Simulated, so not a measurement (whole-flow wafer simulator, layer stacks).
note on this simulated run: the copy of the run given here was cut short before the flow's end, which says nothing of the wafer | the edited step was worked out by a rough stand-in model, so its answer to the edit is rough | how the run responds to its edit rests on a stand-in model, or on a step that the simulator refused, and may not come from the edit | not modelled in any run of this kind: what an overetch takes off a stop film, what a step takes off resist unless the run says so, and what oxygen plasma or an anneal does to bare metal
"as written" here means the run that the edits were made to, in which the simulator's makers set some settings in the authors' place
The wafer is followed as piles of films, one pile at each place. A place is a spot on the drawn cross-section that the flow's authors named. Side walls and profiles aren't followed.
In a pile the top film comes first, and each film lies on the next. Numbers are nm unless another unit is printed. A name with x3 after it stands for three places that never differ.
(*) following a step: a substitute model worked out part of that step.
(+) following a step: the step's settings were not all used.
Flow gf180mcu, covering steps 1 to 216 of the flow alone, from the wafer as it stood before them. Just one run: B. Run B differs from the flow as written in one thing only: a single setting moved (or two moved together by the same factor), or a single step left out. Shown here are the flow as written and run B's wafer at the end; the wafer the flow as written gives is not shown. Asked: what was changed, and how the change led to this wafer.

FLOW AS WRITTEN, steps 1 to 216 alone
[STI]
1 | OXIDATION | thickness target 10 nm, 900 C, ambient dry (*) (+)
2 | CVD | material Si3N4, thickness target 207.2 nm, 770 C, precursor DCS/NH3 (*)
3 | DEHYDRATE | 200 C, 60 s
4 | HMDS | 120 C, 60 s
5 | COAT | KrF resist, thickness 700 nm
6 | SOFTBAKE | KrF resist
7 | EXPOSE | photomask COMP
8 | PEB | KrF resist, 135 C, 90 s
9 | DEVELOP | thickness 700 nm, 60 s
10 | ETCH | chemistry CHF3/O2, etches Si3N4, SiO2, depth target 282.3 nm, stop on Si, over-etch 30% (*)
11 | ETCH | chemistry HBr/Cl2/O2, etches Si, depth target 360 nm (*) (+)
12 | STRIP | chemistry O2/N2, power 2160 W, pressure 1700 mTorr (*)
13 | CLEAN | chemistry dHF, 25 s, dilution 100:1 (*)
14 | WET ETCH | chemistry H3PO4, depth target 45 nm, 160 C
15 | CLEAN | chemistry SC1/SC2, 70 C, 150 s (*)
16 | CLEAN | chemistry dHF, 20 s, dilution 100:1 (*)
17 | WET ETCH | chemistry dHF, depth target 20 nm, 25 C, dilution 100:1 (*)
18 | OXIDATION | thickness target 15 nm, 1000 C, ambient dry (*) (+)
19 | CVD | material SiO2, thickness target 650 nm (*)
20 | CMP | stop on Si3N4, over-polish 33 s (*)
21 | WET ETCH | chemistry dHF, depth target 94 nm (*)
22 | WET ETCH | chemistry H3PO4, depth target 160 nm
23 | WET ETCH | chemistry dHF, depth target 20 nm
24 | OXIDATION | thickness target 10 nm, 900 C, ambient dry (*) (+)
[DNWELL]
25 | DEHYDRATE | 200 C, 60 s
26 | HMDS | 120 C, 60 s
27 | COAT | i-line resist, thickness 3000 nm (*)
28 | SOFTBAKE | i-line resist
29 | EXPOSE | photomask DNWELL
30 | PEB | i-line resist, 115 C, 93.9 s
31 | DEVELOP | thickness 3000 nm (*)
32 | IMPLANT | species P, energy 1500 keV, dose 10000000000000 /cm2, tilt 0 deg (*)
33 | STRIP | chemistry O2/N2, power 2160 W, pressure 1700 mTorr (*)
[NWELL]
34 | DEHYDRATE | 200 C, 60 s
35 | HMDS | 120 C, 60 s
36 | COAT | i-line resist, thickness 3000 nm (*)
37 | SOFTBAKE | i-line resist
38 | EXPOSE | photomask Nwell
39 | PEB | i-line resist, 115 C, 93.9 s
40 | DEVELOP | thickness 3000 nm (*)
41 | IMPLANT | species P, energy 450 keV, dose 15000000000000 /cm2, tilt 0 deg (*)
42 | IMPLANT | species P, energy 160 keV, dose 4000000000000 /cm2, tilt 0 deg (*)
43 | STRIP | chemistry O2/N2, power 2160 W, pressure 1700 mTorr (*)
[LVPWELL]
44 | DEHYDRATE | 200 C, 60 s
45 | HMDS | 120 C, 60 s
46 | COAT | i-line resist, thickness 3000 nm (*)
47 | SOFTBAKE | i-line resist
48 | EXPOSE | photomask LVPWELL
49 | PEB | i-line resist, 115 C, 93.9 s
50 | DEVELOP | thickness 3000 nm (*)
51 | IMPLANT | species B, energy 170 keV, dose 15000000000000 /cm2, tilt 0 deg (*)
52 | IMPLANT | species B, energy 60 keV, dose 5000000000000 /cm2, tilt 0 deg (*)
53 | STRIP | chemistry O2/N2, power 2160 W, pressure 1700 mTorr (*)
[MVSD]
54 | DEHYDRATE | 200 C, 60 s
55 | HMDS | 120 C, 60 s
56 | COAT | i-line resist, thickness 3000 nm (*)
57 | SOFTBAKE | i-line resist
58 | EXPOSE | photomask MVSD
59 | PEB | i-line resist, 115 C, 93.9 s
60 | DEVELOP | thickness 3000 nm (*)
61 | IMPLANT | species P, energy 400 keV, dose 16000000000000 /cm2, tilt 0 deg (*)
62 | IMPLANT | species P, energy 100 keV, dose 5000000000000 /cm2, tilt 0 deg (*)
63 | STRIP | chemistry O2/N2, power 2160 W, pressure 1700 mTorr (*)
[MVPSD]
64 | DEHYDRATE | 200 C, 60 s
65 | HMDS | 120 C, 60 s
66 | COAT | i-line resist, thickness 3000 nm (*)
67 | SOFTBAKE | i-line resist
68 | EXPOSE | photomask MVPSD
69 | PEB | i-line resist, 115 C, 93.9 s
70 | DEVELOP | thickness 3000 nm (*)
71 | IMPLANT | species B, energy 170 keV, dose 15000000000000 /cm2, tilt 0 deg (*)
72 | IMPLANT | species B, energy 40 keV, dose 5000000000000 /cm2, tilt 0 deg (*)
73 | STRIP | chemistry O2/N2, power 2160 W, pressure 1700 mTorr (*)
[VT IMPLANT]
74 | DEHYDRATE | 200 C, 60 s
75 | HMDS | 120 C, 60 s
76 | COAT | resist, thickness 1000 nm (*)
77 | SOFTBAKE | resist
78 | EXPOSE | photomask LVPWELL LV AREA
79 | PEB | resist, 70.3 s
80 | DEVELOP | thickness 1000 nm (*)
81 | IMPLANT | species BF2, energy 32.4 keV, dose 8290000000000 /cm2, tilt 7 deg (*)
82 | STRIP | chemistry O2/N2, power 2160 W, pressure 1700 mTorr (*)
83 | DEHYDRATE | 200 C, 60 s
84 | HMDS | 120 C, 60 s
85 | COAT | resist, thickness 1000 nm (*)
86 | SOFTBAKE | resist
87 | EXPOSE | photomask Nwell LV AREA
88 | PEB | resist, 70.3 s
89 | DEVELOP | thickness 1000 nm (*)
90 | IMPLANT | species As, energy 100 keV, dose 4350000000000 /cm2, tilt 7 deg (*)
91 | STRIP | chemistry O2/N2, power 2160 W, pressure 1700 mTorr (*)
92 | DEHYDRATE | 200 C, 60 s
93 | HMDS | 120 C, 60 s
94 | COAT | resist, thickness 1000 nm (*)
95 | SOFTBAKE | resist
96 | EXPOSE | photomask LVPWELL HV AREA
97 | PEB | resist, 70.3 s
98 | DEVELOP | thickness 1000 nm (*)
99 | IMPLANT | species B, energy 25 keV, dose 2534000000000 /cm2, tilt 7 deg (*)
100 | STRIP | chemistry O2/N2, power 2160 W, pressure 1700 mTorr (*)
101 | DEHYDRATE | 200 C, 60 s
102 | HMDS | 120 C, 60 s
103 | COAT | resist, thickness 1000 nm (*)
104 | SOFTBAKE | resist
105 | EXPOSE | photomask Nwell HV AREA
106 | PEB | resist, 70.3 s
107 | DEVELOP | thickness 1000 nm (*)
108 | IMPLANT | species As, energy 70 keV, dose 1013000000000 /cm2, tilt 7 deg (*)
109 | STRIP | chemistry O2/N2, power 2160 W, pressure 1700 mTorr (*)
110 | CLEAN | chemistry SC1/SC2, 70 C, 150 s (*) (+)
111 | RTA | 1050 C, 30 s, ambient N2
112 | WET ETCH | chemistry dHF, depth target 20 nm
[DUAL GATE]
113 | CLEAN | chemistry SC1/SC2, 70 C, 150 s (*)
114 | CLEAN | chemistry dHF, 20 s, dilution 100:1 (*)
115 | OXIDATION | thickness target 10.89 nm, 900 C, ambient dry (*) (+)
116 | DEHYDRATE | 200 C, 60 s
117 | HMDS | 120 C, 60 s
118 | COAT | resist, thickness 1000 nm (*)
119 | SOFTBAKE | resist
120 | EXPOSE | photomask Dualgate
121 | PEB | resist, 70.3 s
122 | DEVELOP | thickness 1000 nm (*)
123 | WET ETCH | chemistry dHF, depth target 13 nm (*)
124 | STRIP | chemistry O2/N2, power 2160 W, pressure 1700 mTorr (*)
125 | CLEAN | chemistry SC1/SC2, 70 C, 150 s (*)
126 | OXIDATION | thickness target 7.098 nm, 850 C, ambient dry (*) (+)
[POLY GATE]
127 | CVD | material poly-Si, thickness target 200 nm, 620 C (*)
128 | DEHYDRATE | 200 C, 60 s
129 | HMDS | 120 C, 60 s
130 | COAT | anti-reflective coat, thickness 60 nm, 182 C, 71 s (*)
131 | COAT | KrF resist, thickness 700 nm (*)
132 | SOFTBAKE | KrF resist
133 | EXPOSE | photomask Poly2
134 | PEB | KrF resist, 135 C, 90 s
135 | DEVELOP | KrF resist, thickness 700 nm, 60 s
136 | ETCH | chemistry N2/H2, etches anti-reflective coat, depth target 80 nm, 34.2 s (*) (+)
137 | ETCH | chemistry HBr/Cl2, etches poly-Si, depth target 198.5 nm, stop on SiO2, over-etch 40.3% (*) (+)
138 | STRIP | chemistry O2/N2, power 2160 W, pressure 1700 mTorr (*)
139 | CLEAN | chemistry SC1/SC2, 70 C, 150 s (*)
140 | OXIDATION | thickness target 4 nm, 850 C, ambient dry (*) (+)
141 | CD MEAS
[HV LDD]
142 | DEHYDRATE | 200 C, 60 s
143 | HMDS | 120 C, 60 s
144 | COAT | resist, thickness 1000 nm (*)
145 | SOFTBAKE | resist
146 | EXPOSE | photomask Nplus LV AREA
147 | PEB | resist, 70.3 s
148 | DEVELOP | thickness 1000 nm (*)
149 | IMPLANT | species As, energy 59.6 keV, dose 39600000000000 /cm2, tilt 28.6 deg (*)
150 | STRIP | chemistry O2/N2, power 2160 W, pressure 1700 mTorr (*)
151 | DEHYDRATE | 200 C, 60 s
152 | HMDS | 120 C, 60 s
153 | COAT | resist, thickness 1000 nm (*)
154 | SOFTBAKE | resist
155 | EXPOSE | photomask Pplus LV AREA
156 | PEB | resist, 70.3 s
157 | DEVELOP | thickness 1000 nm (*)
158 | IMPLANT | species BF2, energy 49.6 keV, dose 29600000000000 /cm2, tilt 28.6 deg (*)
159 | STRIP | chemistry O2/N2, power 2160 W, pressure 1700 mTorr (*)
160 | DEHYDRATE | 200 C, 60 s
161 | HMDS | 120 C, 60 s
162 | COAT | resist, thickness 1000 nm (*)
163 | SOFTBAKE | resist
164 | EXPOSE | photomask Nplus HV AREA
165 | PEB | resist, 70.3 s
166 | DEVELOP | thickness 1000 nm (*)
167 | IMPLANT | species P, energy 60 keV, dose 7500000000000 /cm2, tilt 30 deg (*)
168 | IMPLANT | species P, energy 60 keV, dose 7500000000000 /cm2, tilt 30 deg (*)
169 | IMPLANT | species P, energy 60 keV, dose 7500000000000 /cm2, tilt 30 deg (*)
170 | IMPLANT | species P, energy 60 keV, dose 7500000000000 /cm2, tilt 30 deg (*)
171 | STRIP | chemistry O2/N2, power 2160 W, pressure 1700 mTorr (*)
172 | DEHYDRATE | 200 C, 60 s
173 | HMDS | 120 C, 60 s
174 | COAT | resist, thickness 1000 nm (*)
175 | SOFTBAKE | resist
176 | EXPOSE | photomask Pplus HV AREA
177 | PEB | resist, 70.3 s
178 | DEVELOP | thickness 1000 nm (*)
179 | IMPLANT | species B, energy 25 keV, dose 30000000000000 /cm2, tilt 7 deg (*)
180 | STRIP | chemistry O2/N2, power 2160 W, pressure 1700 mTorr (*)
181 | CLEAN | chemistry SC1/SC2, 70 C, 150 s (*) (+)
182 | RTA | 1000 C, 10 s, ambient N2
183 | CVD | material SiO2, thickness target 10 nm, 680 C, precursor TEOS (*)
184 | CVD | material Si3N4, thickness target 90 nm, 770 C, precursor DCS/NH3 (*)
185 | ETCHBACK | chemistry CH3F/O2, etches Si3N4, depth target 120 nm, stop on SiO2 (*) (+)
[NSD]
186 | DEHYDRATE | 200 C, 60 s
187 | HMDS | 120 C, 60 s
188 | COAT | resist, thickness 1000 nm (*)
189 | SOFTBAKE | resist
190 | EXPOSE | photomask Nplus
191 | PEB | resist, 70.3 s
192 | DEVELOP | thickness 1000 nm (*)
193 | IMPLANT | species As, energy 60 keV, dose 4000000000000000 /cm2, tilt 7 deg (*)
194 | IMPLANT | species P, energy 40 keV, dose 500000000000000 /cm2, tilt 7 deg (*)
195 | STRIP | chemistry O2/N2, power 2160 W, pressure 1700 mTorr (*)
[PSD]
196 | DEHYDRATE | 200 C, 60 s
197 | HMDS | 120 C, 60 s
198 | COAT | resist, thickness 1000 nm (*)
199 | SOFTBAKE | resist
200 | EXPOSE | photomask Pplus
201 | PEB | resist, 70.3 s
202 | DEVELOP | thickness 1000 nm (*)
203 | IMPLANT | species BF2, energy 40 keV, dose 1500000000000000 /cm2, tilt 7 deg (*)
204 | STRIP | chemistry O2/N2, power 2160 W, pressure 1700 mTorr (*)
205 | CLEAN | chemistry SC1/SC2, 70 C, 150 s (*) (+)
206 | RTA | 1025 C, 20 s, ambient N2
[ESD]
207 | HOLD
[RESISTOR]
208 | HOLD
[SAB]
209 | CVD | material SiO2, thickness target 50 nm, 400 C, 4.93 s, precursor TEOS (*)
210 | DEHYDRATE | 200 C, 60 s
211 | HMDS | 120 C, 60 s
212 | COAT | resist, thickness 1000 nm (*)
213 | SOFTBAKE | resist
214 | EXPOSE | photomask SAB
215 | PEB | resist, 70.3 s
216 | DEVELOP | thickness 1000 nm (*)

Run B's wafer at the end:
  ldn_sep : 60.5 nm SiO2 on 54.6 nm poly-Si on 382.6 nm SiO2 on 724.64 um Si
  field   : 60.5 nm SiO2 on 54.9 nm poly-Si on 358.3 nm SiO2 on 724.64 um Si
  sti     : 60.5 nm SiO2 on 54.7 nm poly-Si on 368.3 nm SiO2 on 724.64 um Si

The reason: step 137, ETCH: depth target 101.2 nm was run, whereas the flow has depth target 198.5 nm.

Step by step, how the change led to this:
  137 | ETCH | chemistry HBr/Cl2, etches poly-Si, depth target 198.5 nm, stop on SiO2, over-etch 40.3% (*) (+)
      field__w3, field__w12, field_sub and 14 more: poly-Si loses 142 (as written it would have been: poly-Si loses 199 (all of it), SiO2 loses 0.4)
      field__w6, sti, m1 and 11 more: poly-Si loses 142 (as written it would have been: poly-Si loses 198.8 (all of it), SiO2 loses 0.4)
      (and at 61 other places as well)
  138 | STRIP | chemistry O2/N2, power 2160 W, pressure 1700 mTorr (*)
      field, field__w1, field__w2 and 61 more: chemical SiO2 gains 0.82 (new film), poly-Si loses 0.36 (as written it would have been: nothing)
      gate: chemical SiO2 gains 0.67 (new film), KrF resist loses 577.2 (all of it), anti-reflective coat loses 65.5 (all of it), poly-Si loses 0.3 (as written it would have been: chemical SiO2 gains 0.68 (new film), KrF resist loses 531.7 (all of it), anti-reflective coat loses 65.5 (all of it), poly-Si loses 0.3)
      (and at 27 other places as well)
  139 | CLEAN | chemistry SC1/SC2, 70 C, 150 s (*)
      field, field__w1, field__w2 and 34 more: chemical SiO2 loses 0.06, poly-Si loses 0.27 (as written it would have been: SiO2 loses 0.68)
  140 | OXIDATION | thickness target 4 nm, 850 C, ambient dry (*) (+)
      field, field__w1, field__w2 and 21 more: SiO2 gains 4 (new film), chemical SiO2 loses 0.76 (all of it), poly-Si loses 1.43 (as written it would have been: SiO2 gains 0.15, Si loses 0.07)
      active_hv, active_nat, ld_sd_n and 11 more: SiO2 gains 4 (new film), chemical SiO2 loses 0.76 (all of it), poly-Si loses 1.43 (as written it would have been: SiO2 gains 0.96, Si loses 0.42)
      (and at 26 other places as well)
  144 | COAT | resist, thickness 1000 nm (*)
      polyc_n, polyc_p: resist gains 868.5 (new film) (as written it would have been: resist gains 817.8 (new film))
      gate: resist gains 887.4 (new film) (as written it would have been: resist gains 837.3 (new film))
      (and at 25 other places as well)
  145 | SOFTBAKE | resist
      nw_enc_fld_lv__w3: resist loses 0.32 (as written it would have been: resist gains 2.63)
      field__w1: resist gains 2.73 (as written it would have been: resist gains 4.19)
      (and at 64 other places as well)
  147 | PEB | resist, 70.3 s
      ld_body_p_dnw, ldn_ch, ldn_acc, ldp_ch, ldp_acc: resist loses 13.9 (as written it would have been: resist loses 13)
      polyc_n, polyc_n_rim, polyc_p, polyc_p_rim: resist loses 13.2 (as written it would have been: resist loses 12.2)
      (and at 21 other places as well)
  148 | DEVELOP | thickness 1000 nm (*)
      gate: resist loses 872.7 (all of it) (as written it would have been: resist loses 822.7 (all of it))
      npoly_u: resist loses 869.7 (all of it) (as written it would have been: resist loses 821.5 (all of it))
      (and at 3 other places as well)
  150 | STRIP | chemistry O2/N2, power 2160 W, pressure 1700 mTorr (*)
      gate_hv: resist loses 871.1 (all of it) (as written it would have been: resist loses 824.2 (all of it))
      gate_p: resist loses 876.9 (all of it) (as written it would have been: resist loses 828.7 (all of it))
      (and at 21 other places as well)
  153 | COAT | resist, thickness 1000 nm (*)
      polyc_n, polyc_p: resist gains 868.5 (new film) (as written it would have been: resist gains 817.8 (new film))
      gate: resist gains 887.4 (new film) (as written it would have been: resist gains 837.3 (new film))
      (and at 25 other places as well)
  154 | SOFTBAKE | resist
      nw_enc_fld_lv__w3: resist loses 0.32 (as written it would have been: resist gains 2.63)
      field__w1: resist gains 2.73 (as written it would have been: resist gains 4.19)
      (and at 64 other places as well)
  156 | PEB | resist, 70.3 s
      ld_body_p_dnw, ldn_ch, ldn_acc, ldp_ch, ldp_acc: resist loses 13.9 (as written it would have been: resist loses 13)
      polyc_n, polyc_n_rim, polyc_p, polyc_p_rim: resist loses 13.2 (as written it would have been: resist loses 12.2)
      (and at 21 other places as well)
  157 | DEVELOP | thickness 1000 nm (*)
      gate_p: resist loses 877 (all of it) (as written it would have been: resist loses 828.7 (all of it))
      ppoly_u: resist loses 873.5 (all of it) (as written it would have been: resist loses 827 (all of it))
      (and at 3 other places as well)
  159 | STRIP | chemistry O2/N2, power 2160 W, pressure 1700 mTorr (*)
      gate: resist loses 872.7 (all of it) (as written it would have been: resist loses 822.7 (all of it))
      gate_hv: resist loses 871.1 (all of it) (as written it would have been: resist loses 824.2 (all of it))
      (and at 21 other places as well)
  162 | COAT | resist, thickness 1000 nm (*)
      polyc_n, polyc_p: resist gains 868.5 (new film) (as written it would have been: resist gains 817.8 (new film))
      gate: resist gains 887.4 (new film) (as written it would have been: resist gains 837.3 (new film))
      (and at 25 other places as well)
  163 | SOFTBAKE | resist
      nw_enc_fld_lv__w3: resist loses 0.32 (as written it would have been: resist gains 2.63)
      field__w1: resist gains 2.73 (as written it would have been: resist gains 4.19)
      (and at 64 other places as well)
  ... 22 further steps ...
  216 | DEVELOP | thickness 1000 nm (*)
      field_sub__w4: resist loses 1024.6 (all of it) (as written it would have been: resist loses 1048 (all of it))
      gate: resist loses 880.3 (all of it) (as written it would have been: resist loses 834.3 (all of it))
      (and at 28 other places as well)
